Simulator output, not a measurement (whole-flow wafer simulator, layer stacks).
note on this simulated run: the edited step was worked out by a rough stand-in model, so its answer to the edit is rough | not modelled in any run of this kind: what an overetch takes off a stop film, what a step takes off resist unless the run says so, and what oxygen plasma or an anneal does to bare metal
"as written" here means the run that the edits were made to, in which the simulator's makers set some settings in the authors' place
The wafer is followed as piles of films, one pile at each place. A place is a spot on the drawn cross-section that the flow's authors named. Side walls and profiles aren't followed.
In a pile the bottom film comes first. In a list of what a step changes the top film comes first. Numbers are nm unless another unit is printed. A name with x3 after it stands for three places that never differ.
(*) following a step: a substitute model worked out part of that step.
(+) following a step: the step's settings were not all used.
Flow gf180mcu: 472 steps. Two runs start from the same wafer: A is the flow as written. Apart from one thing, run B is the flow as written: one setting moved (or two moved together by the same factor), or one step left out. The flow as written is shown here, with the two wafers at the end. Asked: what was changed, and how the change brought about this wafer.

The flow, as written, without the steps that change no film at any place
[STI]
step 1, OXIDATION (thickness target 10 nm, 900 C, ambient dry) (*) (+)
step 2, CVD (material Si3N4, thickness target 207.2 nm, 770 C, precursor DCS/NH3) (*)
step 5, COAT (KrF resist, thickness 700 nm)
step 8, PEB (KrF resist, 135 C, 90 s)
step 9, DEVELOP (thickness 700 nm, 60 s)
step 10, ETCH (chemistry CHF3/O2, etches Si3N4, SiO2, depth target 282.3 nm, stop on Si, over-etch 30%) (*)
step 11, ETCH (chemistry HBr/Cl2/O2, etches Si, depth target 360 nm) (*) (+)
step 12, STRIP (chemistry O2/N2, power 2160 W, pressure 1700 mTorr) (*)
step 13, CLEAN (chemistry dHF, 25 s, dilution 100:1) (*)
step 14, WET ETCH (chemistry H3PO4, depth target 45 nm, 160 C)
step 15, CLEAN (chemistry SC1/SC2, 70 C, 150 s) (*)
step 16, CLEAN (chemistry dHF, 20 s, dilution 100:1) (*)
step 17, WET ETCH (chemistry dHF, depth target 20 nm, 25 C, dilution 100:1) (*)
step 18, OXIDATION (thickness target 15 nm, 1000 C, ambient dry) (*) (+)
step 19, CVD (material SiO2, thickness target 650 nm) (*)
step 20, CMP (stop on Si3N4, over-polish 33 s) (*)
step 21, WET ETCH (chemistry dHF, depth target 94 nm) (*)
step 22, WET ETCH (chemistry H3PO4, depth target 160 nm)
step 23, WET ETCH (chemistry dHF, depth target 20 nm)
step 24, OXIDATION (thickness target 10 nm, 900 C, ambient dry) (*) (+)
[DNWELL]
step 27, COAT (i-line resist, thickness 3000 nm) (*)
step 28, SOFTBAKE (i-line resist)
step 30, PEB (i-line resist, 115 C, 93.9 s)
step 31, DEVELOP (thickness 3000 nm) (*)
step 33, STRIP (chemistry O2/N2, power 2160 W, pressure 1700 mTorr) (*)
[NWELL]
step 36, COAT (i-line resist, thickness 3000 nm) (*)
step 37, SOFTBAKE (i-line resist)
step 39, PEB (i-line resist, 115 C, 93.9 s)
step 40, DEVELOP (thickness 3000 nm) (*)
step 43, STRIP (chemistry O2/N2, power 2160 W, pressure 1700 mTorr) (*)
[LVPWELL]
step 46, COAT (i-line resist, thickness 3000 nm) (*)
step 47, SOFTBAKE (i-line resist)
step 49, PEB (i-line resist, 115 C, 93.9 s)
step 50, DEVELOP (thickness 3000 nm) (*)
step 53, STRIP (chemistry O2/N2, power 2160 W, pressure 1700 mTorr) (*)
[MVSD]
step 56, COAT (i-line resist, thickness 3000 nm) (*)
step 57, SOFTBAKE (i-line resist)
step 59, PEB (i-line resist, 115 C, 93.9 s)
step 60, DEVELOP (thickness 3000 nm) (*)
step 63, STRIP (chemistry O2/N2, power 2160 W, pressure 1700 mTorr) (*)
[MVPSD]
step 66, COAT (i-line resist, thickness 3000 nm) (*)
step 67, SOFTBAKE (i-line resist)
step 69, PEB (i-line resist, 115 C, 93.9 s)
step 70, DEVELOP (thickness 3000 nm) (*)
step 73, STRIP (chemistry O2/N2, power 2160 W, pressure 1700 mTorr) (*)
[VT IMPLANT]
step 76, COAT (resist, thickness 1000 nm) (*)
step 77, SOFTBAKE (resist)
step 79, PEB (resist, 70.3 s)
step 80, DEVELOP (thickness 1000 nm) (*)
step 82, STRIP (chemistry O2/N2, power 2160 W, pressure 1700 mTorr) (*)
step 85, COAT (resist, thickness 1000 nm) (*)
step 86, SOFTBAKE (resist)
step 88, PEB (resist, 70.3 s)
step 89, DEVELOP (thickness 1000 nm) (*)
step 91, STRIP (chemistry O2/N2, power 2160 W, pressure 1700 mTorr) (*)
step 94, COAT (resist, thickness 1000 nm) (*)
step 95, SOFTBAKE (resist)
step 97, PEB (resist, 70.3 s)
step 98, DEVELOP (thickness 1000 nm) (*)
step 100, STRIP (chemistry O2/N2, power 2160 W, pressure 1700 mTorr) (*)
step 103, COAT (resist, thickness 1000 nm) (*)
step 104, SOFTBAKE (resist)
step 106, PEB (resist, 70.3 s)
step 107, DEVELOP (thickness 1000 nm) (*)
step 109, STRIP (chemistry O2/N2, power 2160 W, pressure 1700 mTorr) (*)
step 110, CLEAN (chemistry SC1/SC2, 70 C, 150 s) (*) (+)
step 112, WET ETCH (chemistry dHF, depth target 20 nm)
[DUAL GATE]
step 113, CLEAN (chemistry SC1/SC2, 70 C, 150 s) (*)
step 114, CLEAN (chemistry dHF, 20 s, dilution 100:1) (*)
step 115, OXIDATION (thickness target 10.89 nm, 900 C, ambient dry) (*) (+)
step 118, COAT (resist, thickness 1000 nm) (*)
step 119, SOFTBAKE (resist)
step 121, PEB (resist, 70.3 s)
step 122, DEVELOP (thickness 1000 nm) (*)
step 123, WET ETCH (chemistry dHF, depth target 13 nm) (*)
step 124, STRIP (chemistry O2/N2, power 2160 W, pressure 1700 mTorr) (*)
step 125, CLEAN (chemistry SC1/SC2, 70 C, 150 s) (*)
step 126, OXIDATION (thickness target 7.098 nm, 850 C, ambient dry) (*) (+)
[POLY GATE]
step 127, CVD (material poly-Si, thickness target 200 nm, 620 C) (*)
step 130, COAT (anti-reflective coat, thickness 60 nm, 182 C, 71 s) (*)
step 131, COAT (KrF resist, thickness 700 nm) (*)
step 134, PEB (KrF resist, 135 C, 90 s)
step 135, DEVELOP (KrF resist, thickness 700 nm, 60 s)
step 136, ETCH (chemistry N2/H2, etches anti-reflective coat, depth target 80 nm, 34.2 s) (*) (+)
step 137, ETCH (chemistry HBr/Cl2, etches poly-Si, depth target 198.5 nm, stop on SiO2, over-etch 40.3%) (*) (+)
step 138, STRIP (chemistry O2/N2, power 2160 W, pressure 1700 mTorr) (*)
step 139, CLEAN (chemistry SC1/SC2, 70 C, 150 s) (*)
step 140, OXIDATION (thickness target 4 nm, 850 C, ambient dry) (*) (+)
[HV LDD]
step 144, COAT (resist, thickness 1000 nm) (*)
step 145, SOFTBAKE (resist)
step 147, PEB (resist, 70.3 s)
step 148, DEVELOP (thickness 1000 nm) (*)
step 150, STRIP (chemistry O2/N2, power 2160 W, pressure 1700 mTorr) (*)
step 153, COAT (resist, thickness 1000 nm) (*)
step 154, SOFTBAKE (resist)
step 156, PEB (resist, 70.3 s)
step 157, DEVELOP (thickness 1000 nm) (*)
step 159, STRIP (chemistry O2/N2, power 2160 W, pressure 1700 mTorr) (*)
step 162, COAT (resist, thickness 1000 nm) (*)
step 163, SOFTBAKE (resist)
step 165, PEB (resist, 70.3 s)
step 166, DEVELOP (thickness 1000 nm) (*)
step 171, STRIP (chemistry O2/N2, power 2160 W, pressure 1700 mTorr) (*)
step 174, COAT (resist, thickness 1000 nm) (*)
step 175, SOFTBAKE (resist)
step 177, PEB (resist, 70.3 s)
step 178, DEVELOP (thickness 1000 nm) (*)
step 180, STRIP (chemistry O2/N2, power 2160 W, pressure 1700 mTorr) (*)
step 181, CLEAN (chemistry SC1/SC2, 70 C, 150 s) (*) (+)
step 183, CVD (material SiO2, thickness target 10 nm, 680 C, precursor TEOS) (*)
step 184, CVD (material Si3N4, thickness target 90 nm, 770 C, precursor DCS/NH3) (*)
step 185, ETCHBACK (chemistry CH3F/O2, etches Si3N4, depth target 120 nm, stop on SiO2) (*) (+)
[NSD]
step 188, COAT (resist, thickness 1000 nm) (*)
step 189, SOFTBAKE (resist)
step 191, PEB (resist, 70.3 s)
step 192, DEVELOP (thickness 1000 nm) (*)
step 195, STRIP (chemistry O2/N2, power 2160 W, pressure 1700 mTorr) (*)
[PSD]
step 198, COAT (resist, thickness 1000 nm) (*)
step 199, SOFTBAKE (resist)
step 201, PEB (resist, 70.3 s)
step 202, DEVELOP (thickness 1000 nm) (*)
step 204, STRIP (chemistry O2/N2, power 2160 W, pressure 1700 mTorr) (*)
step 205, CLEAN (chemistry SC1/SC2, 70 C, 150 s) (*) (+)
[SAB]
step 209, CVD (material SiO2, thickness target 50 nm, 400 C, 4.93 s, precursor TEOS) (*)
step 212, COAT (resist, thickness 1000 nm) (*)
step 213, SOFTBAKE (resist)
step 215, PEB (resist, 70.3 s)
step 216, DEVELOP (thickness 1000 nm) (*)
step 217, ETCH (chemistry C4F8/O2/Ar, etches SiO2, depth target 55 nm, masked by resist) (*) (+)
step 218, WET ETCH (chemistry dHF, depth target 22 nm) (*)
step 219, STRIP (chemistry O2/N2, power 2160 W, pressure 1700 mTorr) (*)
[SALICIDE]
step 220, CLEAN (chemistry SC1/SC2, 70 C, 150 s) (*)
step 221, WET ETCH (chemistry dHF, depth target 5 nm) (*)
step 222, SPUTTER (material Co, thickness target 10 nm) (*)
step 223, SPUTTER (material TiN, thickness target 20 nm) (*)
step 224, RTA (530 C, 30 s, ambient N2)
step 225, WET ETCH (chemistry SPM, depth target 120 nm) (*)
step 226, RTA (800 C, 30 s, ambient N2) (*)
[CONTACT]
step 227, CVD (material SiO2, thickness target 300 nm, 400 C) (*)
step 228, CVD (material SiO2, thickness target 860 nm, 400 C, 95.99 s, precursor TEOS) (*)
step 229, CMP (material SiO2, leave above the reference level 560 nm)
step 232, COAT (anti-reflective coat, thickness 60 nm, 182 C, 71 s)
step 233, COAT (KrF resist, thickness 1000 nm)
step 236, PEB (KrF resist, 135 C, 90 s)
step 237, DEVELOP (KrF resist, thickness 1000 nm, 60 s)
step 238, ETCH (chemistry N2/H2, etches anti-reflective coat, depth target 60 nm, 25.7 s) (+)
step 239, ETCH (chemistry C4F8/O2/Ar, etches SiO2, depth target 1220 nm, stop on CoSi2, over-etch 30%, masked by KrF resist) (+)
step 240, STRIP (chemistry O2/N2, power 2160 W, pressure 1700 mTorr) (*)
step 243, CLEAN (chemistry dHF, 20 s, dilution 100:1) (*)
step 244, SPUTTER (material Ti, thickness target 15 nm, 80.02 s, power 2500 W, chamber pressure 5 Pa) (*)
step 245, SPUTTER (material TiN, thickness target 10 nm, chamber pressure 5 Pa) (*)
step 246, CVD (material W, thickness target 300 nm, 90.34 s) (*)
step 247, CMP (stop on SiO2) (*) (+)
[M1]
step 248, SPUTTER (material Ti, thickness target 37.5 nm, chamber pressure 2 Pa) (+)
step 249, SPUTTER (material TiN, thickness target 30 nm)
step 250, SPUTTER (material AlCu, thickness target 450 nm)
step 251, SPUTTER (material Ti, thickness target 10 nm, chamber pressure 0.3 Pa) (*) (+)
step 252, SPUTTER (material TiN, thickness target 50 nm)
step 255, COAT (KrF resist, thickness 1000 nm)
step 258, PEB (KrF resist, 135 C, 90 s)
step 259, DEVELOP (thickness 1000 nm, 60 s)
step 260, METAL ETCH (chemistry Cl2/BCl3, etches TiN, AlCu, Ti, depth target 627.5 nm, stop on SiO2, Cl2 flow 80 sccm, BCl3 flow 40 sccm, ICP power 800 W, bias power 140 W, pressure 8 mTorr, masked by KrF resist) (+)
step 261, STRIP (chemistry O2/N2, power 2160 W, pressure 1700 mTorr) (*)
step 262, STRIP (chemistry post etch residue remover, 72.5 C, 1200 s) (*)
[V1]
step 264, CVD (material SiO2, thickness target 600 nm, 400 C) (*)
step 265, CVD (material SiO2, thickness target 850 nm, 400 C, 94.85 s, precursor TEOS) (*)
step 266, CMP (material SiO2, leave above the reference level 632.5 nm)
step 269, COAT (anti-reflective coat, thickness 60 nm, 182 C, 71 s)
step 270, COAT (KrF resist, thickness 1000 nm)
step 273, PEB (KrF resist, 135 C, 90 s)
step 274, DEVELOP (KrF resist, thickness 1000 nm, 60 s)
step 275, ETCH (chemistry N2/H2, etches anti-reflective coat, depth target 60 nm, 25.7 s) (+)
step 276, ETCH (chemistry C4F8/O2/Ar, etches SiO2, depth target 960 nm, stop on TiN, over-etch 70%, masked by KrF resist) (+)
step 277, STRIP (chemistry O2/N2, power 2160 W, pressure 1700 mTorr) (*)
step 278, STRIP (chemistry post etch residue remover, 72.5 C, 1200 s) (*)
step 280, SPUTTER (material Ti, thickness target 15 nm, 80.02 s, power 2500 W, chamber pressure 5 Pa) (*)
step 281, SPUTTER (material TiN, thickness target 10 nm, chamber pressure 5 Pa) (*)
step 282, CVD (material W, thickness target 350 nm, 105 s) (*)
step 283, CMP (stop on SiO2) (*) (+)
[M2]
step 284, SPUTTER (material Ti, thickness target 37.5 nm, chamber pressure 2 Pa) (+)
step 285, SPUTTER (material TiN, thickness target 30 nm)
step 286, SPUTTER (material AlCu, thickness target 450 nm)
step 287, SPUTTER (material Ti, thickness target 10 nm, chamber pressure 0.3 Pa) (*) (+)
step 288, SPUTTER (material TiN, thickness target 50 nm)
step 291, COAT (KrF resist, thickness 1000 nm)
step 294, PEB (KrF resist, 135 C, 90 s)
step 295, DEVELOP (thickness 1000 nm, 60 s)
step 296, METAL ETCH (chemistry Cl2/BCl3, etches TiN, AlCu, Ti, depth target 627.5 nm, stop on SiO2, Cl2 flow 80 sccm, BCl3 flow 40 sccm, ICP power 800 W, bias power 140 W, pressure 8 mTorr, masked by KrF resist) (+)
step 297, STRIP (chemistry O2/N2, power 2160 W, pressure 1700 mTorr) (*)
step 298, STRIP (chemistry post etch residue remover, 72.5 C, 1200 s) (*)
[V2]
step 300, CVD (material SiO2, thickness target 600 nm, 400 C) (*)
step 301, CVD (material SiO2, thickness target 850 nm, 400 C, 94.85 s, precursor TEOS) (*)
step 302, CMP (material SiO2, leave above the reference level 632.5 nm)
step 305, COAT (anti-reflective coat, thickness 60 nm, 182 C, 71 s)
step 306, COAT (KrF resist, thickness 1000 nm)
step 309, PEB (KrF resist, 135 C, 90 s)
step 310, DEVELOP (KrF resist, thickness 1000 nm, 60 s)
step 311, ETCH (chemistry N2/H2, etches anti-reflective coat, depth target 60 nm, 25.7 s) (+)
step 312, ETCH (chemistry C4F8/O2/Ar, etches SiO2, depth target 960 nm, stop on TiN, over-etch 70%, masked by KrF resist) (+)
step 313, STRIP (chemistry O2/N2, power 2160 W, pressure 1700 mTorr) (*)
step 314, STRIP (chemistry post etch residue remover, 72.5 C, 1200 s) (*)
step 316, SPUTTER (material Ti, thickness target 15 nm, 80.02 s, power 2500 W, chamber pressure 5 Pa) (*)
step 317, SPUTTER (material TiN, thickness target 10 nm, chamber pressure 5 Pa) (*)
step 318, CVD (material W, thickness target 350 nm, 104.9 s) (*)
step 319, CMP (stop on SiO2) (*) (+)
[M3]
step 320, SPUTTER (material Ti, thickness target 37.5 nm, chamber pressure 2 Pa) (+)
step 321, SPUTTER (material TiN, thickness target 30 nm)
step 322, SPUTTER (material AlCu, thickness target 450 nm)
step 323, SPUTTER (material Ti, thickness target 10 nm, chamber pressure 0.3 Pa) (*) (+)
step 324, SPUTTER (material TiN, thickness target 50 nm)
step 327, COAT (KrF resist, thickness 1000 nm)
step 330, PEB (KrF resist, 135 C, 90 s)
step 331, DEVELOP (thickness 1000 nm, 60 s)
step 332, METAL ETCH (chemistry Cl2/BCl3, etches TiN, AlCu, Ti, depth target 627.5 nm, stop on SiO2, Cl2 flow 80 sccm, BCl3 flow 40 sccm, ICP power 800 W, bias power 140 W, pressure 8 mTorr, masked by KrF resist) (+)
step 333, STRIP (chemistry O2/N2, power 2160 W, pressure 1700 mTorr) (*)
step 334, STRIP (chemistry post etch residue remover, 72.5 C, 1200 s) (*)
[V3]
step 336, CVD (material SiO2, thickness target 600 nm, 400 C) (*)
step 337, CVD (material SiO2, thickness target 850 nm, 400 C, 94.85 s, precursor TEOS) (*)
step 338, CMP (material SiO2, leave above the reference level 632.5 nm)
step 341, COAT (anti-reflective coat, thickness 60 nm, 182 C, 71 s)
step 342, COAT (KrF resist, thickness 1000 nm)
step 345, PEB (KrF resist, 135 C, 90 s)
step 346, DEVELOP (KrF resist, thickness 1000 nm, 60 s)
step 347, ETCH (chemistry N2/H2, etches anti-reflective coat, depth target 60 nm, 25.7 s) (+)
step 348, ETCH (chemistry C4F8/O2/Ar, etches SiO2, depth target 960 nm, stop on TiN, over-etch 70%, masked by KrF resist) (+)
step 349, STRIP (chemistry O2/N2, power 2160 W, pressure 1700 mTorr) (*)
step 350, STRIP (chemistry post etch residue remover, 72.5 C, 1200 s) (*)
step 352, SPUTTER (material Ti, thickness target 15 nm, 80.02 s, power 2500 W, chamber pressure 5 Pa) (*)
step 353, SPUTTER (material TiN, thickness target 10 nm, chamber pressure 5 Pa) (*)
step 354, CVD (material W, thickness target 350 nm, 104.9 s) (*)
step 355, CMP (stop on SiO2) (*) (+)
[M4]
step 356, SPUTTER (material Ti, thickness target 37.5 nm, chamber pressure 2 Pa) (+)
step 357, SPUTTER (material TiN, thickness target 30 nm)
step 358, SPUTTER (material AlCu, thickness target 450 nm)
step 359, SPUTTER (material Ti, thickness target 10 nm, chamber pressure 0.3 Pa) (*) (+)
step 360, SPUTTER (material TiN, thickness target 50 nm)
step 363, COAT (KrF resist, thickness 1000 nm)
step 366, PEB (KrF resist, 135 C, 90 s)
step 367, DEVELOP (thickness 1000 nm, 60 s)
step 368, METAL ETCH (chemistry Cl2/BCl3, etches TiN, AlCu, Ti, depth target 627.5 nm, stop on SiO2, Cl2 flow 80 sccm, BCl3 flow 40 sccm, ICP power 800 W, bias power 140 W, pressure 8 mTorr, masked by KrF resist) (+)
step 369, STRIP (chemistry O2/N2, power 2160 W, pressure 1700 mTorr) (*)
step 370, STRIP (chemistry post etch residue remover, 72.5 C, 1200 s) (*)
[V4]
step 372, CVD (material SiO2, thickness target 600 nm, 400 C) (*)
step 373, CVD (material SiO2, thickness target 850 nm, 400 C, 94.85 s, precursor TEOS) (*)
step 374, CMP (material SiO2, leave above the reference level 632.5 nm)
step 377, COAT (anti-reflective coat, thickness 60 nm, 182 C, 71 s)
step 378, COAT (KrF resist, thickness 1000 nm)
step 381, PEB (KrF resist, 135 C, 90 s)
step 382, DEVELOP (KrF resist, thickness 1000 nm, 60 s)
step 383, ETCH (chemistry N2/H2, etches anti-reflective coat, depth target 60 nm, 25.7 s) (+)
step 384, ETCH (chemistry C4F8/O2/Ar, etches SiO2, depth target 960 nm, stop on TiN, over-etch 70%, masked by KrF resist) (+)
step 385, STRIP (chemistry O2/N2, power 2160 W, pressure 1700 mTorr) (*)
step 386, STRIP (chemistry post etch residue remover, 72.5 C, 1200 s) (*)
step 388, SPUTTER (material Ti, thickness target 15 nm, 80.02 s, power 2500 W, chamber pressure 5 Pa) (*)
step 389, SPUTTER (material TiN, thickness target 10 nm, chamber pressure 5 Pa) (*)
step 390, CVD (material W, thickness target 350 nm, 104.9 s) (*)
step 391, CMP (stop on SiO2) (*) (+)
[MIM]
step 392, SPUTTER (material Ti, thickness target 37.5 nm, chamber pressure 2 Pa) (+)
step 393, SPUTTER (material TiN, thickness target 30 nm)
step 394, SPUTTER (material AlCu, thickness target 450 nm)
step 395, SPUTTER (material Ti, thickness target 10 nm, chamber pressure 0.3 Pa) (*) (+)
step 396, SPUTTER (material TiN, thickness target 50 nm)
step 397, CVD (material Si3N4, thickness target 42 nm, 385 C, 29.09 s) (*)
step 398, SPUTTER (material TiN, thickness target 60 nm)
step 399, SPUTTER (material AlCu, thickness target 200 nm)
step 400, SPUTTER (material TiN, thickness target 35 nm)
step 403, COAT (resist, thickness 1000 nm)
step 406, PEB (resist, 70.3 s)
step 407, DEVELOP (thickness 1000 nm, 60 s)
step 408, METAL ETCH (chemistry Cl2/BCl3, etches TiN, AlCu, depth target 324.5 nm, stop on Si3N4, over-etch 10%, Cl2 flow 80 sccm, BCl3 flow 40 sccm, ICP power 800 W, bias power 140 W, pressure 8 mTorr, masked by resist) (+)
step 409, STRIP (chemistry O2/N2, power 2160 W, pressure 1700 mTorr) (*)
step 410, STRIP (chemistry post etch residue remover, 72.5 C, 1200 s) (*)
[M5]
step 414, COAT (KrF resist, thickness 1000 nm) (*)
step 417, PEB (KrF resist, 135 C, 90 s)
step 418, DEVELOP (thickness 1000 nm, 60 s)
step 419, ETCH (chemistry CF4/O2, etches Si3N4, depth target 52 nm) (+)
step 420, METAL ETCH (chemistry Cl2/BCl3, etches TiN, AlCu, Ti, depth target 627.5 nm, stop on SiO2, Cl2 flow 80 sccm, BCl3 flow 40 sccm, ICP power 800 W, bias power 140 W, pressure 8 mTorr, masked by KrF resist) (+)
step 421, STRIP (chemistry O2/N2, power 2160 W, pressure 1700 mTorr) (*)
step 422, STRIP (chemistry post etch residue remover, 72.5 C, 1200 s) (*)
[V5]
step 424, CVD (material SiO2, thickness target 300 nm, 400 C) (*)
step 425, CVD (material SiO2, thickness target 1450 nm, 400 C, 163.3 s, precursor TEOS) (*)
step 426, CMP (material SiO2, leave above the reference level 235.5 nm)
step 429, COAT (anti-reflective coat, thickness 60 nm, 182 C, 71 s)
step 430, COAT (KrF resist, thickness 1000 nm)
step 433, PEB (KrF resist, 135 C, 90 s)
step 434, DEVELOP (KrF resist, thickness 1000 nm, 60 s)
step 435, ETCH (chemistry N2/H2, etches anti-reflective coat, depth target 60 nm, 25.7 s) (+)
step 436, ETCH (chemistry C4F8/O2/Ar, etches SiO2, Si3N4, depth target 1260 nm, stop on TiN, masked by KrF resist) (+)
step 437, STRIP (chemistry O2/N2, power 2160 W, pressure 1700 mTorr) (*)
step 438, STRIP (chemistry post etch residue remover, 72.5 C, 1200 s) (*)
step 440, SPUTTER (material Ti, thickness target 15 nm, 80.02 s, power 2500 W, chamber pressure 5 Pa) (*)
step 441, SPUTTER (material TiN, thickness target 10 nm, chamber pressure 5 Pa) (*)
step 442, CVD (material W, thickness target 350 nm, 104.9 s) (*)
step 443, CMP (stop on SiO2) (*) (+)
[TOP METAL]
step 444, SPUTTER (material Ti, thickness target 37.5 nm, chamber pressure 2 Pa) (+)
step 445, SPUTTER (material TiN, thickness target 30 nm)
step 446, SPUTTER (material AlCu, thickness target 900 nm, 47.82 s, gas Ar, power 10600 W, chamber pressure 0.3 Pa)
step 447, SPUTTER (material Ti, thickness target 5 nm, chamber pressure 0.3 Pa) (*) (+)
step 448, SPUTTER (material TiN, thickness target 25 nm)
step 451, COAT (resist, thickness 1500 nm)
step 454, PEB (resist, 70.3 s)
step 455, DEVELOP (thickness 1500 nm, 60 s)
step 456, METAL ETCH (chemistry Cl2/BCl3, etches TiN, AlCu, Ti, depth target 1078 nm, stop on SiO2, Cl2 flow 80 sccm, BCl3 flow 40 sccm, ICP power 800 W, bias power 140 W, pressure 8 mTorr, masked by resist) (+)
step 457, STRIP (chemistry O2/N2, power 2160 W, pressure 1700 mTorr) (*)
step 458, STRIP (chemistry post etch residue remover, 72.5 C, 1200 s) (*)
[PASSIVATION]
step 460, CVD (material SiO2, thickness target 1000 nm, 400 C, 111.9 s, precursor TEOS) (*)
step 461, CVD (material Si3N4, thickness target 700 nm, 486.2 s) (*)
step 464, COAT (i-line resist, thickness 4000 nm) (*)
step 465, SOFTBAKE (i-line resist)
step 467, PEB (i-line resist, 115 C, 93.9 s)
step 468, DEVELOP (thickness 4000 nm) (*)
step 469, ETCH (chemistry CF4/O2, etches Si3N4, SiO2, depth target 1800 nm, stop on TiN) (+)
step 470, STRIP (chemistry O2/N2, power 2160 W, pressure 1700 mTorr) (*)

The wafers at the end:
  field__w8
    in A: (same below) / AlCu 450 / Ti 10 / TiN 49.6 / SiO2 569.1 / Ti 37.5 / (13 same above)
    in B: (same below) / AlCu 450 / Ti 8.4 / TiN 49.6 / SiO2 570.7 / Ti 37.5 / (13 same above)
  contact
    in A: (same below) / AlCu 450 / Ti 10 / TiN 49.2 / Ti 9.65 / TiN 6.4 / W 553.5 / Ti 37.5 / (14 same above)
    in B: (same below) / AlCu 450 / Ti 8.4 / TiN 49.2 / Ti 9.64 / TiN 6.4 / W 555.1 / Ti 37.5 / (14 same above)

Cause: step 359, SPUTTER: thickness target 8.4 nm was run, whereas the flow has thickness target 10 nm.
One can read it off the wafer: field__w8 has Ti 8.4, and step 359 as written asks for 10 nm.

Step by step, how the change led to this:
  step 359, SPUTTER (material Ti, thickness target 10 nm, chamber pressure 0.3 Pa) (*) (+)
      field, field__w1, field__w2 and 108 more: A +10 Ti (new film) | B +8.4 Ti (new film)
  step 368, METAL ETCH (chemistry Cl2/BCl3, etches TiN, AlCu, Ti, depth target 627.5 nm, stop on SiO2, Cl2 flow 80 sccm, BCl3 flow 40 sccm, ICP power 800 W, bias power 140 W, pressure 8 mTorr, masked by KrF resist) (+)
      field, field__w1, field__w2 and 103 more: A -50 TiN (all of it), -10 Ti (all of it), -450 AlCu (all of it), -30 TiN (all of it), -37.5 Ti (all of it) | B -50 TiN (all of it), -8.4 Ti (all of it), -450 AlCu (all of it), -30 TiN (all of it), -37.5 Ti (all of it)
